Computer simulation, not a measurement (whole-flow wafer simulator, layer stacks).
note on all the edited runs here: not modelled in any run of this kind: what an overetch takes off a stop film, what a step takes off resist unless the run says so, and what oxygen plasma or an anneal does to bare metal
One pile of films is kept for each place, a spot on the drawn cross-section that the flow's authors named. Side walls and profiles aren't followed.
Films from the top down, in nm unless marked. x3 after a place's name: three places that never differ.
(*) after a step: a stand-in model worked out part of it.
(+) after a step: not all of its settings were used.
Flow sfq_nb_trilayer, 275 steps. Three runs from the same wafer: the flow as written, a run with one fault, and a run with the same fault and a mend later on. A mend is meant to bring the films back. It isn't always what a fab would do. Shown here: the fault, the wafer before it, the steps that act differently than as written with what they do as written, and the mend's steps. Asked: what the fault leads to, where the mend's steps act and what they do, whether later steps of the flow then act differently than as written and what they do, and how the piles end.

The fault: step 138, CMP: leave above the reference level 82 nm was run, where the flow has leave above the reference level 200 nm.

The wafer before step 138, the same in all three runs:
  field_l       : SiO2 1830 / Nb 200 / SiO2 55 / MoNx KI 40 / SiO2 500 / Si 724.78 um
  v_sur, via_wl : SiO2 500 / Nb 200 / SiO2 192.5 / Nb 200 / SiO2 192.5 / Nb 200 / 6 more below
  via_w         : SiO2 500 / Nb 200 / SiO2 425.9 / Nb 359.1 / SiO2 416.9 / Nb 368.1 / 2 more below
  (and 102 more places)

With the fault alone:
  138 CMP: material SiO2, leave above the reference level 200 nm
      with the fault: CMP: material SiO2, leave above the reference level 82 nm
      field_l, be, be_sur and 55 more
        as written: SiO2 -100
        with the fault: SiO2 -218
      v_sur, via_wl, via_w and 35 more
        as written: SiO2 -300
        with the fault: SiO2 -418
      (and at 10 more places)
  Later steps of the flow that act differently than as written (5 more steps differ only slightly, by at most 2% or 0.5 nm, whichever is larger, and aren't shown):
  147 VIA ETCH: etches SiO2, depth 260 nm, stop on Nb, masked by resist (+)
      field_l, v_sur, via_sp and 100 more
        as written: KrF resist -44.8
        with the fault: KrF resist -21.2
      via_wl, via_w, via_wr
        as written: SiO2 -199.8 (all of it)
        with the fault: SiO2 -81.8 (all of it)
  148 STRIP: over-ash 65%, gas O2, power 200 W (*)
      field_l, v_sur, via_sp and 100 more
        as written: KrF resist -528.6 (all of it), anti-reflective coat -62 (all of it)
        with the fault: KrF resist -552.3 (all of it), anti-reflective coat -62 (all of it)
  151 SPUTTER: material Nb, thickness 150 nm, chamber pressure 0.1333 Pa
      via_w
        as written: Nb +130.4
        with the fault: Nb +149.3
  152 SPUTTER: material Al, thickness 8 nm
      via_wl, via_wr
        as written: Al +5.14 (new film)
        with the fault: Al +6.43 (new film)
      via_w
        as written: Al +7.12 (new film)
        with the fault: Al +7.94 (new film)
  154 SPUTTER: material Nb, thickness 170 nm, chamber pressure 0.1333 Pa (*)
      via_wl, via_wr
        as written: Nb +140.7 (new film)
        with the fault: Nb +132.7 (new film)
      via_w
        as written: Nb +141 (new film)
        with the fault: Nb +169.2 (new film)
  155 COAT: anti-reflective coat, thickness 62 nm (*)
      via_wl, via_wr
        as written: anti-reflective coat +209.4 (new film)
        with the fault: anti-reflective coat +161.3 (new film)
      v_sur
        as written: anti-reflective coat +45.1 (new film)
        with the fault: anti-reflective coat +52 (new film)
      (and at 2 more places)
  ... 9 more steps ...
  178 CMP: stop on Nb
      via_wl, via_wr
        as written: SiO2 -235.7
        with the fault: SiO2 -367.2
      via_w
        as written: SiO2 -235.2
        with the fault: SiO2 -371.9
  At the end the piles differ from the flow's by more than 2% or 0.5 nm, whichever is larger, at field_l, v_sur, via_wl and 103 more.
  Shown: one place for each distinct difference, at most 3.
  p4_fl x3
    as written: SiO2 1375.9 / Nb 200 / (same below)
    with the fault: SiO2 1257.9 / Nb 200 / (same below)
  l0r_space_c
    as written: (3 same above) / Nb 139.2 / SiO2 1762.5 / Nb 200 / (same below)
    with the fault: (3 same above) / Nb 139.2 / SiO2 1644.5 / Nb 200 / (same below)
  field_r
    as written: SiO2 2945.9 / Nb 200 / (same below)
    with the fault: SiO2 2827.9 / Nb 200 / (same below)

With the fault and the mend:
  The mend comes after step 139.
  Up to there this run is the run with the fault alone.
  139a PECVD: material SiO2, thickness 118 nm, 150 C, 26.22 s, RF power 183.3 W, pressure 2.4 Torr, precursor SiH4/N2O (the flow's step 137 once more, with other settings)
      field_l, v_sur, via_wl and 103 more
        SiO2 +118
  No later step of the flow acts differently than as written, at any place that is followed, by more than 2% or 0.5 nm, whichever is larger.
  At the end the piles are the same as the flow's at every place that both follow.
